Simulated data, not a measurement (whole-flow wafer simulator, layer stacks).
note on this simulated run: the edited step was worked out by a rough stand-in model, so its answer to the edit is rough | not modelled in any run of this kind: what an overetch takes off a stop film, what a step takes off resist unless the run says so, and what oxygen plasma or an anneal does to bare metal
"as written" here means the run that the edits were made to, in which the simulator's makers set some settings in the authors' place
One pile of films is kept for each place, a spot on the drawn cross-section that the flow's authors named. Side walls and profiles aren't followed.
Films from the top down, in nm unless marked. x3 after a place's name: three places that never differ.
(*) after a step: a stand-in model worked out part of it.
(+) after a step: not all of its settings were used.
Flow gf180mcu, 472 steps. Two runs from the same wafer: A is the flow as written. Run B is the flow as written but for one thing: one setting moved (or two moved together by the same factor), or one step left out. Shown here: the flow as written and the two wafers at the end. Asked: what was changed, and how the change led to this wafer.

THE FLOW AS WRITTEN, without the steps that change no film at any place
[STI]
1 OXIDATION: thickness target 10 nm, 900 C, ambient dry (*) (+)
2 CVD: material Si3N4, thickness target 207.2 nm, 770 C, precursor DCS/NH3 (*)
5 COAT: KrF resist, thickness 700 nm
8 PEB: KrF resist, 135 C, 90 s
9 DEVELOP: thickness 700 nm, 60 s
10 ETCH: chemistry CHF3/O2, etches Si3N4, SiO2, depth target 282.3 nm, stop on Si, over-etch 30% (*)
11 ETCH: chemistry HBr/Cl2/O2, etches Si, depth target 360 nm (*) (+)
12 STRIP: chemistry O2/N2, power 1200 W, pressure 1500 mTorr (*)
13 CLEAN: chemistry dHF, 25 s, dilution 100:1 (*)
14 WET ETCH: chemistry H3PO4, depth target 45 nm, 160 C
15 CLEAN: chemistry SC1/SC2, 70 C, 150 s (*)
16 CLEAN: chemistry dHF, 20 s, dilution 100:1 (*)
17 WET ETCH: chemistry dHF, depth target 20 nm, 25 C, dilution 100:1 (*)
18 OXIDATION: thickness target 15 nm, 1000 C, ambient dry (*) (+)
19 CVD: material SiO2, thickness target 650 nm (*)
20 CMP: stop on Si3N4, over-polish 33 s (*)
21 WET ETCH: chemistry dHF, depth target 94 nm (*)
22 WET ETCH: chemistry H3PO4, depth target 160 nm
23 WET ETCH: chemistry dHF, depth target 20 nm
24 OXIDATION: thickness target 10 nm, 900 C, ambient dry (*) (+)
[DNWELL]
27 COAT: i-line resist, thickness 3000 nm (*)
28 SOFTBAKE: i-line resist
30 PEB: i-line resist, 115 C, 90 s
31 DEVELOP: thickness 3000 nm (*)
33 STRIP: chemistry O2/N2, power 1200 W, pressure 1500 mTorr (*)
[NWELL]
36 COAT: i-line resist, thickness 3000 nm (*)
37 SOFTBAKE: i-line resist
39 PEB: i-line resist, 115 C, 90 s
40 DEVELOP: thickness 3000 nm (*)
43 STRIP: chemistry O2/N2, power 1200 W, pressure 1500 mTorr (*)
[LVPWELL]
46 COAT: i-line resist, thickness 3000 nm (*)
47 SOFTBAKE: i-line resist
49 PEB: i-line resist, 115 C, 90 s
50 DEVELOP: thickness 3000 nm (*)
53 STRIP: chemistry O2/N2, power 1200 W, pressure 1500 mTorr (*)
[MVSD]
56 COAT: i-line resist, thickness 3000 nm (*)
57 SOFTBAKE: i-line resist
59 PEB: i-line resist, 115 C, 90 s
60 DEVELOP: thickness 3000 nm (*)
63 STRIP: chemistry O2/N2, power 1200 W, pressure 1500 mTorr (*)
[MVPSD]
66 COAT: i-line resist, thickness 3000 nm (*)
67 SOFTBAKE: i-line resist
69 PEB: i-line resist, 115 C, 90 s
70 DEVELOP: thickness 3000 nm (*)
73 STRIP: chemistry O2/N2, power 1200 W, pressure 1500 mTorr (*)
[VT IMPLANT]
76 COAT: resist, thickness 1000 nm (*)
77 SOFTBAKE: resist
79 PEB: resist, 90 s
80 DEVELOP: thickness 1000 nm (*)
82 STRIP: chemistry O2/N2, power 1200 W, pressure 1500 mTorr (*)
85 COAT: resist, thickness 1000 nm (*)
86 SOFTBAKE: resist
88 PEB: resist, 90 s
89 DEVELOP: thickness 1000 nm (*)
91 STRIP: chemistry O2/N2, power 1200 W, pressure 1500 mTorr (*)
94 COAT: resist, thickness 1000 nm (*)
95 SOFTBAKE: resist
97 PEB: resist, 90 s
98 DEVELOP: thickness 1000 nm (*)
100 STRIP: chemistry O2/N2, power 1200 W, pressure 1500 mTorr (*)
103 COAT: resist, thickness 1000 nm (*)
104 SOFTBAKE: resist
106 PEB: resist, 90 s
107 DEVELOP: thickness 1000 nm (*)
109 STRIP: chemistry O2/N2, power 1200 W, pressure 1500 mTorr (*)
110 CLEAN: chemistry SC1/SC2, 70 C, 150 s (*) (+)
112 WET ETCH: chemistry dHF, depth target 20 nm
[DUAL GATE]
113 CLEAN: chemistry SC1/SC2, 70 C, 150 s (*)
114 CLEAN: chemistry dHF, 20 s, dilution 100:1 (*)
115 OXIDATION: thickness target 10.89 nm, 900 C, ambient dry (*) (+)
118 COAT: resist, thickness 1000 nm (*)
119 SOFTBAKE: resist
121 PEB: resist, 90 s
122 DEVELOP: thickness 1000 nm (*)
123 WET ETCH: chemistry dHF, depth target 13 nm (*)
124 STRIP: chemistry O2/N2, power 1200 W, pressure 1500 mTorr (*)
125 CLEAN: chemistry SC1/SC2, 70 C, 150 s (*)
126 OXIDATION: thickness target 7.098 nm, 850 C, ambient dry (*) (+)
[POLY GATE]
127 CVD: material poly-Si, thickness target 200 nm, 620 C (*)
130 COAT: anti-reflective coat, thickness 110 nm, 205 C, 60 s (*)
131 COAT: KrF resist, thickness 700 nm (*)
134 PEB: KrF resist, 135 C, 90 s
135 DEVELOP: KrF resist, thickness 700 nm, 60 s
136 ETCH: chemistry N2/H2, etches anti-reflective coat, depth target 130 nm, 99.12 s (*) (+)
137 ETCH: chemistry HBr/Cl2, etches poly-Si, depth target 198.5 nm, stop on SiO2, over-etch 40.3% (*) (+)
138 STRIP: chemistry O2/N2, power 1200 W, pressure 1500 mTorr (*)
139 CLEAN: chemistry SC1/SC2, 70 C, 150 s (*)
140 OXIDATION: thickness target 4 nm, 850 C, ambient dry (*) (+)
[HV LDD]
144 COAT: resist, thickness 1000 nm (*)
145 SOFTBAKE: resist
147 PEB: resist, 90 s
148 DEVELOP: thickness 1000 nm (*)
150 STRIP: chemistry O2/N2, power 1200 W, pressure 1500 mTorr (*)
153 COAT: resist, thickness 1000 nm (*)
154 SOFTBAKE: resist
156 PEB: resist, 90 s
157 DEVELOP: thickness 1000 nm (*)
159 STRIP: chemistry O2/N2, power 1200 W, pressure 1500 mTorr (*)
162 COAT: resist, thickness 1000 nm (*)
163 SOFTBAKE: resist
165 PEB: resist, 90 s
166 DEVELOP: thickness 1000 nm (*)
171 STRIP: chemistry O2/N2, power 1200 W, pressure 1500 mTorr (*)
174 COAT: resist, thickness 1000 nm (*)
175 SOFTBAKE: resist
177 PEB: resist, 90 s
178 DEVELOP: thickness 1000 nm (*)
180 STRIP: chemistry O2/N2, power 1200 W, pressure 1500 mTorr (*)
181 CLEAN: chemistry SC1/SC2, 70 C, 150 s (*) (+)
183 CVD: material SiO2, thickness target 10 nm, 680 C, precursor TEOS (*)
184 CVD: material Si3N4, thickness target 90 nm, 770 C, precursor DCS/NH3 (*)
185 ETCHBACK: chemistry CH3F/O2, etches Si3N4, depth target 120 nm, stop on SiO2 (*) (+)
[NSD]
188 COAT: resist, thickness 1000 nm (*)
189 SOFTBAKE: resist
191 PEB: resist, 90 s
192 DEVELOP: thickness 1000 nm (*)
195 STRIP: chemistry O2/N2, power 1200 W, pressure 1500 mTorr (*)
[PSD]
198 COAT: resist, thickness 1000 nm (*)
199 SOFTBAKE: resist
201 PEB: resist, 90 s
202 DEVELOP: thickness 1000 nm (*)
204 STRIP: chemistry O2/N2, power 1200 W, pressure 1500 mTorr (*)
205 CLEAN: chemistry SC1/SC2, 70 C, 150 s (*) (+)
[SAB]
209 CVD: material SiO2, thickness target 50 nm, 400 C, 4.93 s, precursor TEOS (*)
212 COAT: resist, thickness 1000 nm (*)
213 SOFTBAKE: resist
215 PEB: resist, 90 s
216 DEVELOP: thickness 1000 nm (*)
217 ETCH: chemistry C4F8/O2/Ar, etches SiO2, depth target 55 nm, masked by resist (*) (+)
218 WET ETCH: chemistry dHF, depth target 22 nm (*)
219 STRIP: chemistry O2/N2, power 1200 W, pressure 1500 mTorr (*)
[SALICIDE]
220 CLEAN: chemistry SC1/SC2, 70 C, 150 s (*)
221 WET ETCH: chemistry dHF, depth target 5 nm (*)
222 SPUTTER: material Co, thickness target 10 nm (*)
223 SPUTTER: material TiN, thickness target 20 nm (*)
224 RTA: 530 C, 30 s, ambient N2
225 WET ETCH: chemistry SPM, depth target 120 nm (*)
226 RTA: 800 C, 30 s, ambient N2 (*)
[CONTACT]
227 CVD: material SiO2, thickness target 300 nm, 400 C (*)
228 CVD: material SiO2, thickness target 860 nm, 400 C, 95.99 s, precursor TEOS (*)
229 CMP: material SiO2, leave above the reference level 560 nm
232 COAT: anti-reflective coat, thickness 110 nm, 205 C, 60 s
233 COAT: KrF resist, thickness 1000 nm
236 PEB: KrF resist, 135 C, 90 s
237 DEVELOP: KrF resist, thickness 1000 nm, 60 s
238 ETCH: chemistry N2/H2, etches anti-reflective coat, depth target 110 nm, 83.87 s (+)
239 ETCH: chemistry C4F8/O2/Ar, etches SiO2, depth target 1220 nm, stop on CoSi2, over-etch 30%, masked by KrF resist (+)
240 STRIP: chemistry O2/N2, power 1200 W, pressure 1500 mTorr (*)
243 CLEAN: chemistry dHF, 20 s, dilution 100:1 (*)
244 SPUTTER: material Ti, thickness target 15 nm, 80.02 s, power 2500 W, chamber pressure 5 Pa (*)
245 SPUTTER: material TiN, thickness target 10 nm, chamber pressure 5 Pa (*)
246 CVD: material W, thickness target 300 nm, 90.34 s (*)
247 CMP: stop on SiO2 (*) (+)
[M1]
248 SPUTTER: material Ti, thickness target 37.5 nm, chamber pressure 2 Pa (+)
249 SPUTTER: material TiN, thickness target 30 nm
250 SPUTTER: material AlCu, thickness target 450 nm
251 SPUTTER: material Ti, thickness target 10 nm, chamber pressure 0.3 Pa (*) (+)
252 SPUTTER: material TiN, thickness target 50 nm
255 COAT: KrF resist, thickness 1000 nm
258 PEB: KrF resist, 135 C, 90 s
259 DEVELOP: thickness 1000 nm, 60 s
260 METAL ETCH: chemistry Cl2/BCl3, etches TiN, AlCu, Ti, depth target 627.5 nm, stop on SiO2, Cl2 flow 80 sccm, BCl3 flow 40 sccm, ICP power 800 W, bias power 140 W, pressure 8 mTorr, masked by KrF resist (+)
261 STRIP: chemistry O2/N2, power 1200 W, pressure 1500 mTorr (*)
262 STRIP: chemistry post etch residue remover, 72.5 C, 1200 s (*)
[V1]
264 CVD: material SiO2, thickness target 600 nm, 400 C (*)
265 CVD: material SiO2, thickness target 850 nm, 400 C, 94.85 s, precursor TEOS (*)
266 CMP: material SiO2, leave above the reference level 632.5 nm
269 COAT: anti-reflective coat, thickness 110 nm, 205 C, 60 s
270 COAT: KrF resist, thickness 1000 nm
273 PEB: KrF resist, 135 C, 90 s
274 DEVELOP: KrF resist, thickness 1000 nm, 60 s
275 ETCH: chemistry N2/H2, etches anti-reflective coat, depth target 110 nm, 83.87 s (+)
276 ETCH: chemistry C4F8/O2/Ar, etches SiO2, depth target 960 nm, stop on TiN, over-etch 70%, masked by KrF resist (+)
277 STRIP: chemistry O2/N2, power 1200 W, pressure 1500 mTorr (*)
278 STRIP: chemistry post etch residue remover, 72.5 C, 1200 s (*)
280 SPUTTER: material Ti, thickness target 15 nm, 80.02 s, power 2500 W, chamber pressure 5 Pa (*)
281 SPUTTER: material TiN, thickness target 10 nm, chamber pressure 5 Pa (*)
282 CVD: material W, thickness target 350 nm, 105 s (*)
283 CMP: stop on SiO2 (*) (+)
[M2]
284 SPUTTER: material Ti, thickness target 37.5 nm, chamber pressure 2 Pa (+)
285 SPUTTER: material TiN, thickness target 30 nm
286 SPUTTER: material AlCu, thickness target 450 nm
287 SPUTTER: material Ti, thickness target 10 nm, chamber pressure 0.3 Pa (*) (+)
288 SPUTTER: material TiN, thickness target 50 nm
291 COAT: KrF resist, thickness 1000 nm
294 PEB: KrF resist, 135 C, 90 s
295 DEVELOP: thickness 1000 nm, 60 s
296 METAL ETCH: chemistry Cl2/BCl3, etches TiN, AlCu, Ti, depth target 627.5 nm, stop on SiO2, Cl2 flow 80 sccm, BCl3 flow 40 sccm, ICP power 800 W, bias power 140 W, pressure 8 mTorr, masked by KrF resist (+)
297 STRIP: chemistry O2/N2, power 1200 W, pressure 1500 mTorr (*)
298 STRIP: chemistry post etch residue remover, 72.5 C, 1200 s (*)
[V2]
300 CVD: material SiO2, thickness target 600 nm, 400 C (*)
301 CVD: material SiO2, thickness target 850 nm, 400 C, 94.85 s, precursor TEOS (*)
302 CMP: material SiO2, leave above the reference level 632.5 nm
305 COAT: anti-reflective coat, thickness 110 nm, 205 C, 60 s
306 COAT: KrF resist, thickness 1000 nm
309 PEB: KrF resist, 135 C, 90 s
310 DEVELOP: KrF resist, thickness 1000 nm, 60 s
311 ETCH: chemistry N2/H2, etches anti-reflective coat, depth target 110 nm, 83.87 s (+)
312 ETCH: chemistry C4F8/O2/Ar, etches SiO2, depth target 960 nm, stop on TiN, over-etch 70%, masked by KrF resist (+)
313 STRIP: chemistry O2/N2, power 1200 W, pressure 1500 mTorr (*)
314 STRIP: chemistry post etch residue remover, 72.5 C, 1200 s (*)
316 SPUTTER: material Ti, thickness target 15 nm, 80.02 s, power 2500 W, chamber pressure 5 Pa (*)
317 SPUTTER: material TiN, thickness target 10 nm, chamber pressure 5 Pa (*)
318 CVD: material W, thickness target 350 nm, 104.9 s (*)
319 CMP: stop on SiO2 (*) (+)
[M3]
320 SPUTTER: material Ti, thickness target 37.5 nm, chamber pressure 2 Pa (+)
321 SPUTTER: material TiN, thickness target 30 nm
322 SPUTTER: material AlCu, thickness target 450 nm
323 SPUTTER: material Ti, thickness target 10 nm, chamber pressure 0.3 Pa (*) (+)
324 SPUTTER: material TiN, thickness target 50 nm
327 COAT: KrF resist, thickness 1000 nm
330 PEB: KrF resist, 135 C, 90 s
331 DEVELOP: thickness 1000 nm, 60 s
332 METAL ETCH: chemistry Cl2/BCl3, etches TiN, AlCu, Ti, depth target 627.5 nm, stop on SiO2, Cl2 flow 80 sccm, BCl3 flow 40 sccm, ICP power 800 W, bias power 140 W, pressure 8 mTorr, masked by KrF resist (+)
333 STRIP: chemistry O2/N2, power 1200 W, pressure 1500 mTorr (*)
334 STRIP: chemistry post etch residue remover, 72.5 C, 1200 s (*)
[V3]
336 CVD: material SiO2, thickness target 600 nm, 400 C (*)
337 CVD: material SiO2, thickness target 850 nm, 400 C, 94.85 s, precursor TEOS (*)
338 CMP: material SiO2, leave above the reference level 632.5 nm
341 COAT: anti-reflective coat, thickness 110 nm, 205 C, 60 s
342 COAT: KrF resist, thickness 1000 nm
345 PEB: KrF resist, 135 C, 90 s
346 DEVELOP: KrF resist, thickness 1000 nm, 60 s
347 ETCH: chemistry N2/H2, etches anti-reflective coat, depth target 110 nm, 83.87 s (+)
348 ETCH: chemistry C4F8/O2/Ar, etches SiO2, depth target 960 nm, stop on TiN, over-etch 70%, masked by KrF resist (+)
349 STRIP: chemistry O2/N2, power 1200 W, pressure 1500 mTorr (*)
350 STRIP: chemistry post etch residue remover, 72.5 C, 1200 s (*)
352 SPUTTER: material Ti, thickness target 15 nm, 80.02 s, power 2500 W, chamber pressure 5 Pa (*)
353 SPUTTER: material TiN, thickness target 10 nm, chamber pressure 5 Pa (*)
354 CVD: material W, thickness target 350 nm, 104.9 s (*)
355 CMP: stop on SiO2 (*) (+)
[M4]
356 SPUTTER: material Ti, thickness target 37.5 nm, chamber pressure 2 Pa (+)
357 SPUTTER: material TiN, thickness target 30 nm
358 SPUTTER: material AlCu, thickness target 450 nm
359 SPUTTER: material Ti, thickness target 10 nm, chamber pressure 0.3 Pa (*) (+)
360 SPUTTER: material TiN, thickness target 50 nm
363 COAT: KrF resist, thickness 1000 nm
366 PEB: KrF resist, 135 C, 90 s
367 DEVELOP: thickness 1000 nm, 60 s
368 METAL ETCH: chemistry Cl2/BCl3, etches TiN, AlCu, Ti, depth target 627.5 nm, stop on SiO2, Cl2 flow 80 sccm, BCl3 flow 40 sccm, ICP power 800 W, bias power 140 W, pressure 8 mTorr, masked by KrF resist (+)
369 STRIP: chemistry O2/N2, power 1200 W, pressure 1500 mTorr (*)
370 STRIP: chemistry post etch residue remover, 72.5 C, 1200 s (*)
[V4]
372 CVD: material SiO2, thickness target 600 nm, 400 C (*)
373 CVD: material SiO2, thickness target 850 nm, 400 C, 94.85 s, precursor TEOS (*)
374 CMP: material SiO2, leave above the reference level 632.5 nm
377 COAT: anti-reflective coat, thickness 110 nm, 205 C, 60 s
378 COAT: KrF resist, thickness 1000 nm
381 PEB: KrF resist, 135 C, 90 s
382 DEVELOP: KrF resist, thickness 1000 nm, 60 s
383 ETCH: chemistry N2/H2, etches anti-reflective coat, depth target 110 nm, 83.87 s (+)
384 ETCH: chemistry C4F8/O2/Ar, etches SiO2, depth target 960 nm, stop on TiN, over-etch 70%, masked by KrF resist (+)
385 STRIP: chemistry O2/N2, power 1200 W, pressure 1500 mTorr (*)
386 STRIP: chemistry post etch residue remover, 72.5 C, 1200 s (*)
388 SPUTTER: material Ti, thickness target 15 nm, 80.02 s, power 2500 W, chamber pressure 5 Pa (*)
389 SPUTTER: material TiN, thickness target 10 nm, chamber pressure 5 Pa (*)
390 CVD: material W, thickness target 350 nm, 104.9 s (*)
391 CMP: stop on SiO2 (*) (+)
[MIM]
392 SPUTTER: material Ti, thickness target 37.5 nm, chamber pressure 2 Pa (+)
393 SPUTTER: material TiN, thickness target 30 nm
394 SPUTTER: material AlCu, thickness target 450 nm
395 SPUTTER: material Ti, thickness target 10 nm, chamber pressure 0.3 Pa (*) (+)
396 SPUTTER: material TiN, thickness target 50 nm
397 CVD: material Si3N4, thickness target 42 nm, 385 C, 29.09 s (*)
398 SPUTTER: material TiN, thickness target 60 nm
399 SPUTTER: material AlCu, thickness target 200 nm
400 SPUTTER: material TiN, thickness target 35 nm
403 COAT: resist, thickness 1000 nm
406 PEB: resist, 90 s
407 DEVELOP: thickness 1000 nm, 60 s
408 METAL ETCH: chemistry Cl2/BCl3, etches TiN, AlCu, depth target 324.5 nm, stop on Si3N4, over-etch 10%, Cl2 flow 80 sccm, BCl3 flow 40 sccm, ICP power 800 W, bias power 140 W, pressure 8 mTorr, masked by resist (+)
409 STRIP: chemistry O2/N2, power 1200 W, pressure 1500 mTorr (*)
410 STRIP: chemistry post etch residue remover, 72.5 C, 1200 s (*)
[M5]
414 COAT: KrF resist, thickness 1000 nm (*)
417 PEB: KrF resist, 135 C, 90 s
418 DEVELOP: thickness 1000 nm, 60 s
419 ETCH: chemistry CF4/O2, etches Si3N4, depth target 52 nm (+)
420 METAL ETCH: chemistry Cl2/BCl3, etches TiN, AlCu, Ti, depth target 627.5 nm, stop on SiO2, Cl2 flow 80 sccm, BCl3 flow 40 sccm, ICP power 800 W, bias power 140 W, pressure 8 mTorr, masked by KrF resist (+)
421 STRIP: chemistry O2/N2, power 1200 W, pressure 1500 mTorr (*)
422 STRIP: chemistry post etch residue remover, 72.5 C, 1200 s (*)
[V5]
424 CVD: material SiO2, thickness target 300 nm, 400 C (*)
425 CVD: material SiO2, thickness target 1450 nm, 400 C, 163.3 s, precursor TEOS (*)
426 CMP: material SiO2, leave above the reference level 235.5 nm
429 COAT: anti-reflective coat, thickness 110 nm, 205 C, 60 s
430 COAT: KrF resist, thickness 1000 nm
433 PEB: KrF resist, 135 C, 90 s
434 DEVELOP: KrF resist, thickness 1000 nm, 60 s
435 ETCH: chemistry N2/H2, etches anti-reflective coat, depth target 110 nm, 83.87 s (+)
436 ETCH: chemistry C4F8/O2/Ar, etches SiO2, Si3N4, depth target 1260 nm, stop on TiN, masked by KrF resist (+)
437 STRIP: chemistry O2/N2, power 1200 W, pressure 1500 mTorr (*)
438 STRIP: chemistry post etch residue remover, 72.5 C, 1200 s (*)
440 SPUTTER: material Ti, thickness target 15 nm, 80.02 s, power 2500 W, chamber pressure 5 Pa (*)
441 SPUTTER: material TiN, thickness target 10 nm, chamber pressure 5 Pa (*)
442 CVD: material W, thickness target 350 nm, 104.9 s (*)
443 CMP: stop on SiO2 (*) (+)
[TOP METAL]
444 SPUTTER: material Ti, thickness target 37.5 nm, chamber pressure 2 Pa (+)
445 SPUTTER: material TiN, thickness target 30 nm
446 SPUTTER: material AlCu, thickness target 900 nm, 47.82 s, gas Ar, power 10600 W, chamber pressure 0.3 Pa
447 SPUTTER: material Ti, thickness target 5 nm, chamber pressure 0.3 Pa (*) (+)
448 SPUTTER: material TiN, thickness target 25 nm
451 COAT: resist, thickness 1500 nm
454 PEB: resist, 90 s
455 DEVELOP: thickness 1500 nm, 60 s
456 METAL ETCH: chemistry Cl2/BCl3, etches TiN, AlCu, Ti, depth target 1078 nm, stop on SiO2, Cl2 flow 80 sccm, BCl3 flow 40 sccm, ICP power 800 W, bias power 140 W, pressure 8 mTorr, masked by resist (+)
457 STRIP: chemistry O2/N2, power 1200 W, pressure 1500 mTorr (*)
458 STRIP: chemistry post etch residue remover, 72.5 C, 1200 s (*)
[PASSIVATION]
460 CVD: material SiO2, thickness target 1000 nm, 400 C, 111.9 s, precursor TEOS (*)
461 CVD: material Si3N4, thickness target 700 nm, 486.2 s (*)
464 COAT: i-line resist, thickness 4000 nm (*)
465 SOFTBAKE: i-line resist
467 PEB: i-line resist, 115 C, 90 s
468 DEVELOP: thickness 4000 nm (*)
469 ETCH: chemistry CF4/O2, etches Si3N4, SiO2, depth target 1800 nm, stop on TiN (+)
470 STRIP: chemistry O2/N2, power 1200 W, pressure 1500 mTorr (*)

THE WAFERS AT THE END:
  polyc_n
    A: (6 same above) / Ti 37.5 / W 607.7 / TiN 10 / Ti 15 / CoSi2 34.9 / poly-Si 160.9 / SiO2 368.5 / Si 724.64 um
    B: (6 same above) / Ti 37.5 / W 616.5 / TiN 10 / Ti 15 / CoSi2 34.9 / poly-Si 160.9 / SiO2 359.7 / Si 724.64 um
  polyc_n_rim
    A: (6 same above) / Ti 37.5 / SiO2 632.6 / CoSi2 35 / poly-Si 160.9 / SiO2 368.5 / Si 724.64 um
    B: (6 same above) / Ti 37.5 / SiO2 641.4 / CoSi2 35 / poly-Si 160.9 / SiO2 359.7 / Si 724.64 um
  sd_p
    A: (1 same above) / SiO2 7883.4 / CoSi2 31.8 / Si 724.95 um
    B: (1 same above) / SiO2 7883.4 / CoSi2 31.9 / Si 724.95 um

The cause: step 123, WET ETCH: depth target 21 nm was run, where the flow has depth target 13 nm.

How the change led to this, step by step:
  123 WET ETCH: chemistry dHF, depth target 13 nm (*)
      field, field__w3, field__w12 and 20 more: A SiO2 -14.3 | B SiO2 -23.1
  130 COAT: anti-reflective coat, thickness 110 nm, 205 C, 60 s (*)
      p_well, spacer, sd_n: A anti-reflective coat +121 (new film) | B anti-reflective coat +112.7 (new film)
      gate, sd_p: A anti-reflective coat +117 (new film) | B anti-reflective coat +113.7 (new film)
      (and at 27 more places)
  136 ETCH: chemistry N2/H2, etches anti-reflective coat, depth target 130 nm, 99.12 s (*) (+)
      p_well, spacer, sd_n: A anti-reflective coat -121 (all of it), poly-Si -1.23 | B anti-reflective coat -112.7 (all of it), poly-Si -1.44
      field__w1: A anti-reflective coat -99.6 (all of it), poly-Si -1.78 | B anti-reflective coat -97.6 (all of it), poly-Si -1.83
      (and at 25 more places)
  138 STRIP: chemistry O2/N2, power 1200 W, pressure 1500 mTorr (*)
      gate: A chemical SiO2 +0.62 (new film), KrF resist -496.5 (all of it), anti-reflective coat -117 (all of it), poly-Si -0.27 | B chemical SiO2 +0.62 (new film), KrF resist -496.5 (all of it), anti-reflective coat -113.7 (all of it), poly-Si -0.27
      gate_p: A chemical SiO2 +0.62 (new film), KrF resist -496.2 (all of it), anti-reflective coat -117 (all of it), poly-Si -0.27 | B chemical SiO2 +0.62 (new film), KrF resist -496.2 (all of it), anti-reflective coat -113.9 (all of it), poly-Si -0.27
      (and at 1 more place)
  145 SOFTBAKE: resist
      field: A nothing | B resist +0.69
  154 SOFTBAKE: resist
      field: A nothing | B resist +0.69
  163 SOFTBAKE: resist
      field: A nothing | B resist +0.69
  175 SOFTBAKE: resist
      field: A nothing | B resist +0.69
  189 SOFTBAKE: resist
      nw_enc_fld_lv__w3: A resist +0.35 | B resist -0.52
  199 SOFTBAKE: resist
      nw_enc_fld_lv__w3: A resist +0.35 | B resist -0.52
  223 SPUTTER: material TiN, thickness target 20 nm (*)
      field__w12: A TiN +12 (new film) | B TiN +12.7 (new film)
  225 WET ETCH: chemistry SPM, depth target 120 nm (*)
      field__w12: A TiN -12 (all of it), Co -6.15 (all of it) | B TiN -12.7 (all of it), Co -6.18 (all of it)
  229 CMP: material SiO2, leave above the reference level 560 nm
      sti, mim_1p0, pad, dice_street, iso_nw_fld, iso_fld_sub: A SiO2 -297 | B SiO2 -288.2
      field__w7, field__w8, field__w11: A SiO2 -286.8 | B SiO2 -278
      (and at 18 more places)
